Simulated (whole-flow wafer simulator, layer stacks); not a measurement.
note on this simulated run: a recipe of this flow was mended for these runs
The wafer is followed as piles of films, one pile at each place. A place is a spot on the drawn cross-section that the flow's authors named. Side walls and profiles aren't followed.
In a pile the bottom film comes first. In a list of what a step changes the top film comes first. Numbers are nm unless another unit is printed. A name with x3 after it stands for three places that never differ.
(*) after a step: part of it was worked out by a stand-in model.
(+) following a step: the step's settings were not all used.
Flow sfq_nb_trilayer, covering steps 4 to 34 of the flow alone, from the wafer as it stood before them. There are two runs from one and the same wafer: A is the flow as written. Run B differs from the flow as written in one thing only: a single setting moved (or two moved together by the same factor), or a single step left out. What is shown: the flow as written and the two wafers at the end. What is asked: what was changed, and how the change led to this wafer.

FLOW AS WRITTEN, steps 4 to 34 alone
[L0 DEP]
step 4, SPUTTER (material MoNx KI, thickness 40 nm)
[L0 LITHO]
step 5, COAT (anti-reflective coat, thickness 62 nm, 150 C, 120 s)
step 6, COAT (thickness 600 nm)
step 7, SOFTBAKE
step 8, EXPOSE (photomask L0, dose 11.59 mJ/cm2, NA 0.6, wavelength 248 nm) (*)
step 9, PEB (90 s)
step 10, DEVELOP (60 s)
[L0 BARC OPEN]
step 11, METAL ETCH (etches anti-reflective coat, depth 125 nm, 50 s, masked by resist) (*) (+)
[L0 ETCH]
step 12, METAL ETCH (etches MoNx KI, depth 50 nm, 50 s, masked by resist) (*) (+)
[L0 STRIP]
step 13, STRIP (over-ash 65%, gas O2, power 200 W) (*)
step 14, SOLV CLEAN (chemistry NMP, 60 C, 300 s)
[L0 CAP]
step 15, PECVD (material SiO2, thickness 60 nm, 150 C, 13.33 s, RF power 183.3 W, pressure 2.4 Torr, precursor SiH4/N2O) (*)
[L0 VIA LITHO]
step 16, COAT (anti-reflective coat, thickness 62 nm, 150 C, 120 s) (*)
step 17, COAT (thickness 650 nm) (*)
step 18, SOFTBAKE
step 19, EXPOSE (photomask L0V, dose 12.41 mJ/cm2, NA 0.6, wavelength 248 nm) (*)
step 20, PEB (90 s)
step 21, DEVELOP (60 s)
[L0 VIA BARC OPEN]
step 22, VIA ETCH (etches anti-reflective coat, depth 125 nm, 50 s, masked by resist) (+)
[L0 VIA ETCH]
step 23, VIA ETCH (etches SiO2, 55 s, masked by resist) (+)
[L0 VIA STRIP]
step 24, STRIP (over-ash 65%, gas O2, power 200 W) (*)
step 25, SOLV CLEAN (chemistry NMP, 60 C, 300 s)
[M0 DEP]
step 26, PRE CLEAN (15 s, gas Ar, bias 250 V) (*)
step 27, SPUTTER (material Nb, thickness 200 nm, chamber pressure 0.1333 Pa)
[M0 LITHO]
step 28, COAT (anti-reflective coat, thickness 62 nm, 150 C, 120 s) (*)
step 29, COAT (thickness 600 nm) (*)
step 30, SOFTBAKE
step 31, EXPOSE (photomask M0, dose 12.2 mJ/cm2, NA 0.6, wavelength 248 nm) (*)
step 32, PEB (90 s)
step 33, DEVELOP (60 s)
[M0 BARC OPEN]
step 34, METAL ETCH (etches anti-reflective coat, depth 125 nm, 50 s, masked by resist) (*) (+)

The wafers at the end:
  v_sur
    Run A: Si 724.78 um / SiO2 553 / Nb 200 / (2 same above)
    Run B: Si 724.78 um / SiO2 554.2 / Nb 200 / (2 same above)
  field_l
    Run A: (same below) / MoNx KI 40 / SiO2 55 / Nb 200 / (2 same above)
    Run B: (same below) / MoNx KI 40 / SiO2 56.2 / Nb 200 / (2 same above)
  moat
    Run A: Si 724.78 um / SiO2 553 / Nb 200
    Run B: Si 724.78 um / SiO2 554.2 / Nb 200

The reason: step 26, PRE CLEAN: 11.4 s was run, whereas the flow has 15 s.

The path from the change to this, step by step:
  step 26, PRE CLEAN (15 s, gas Ar, bias 250 V) (*)
      field_l, v_sur, via_wl and 102 more: A SiO2 loses 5 | B SiO2 loses 3.8
      l0v: A MoNx KI loses 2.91 | B MoNx KI loses 2.16
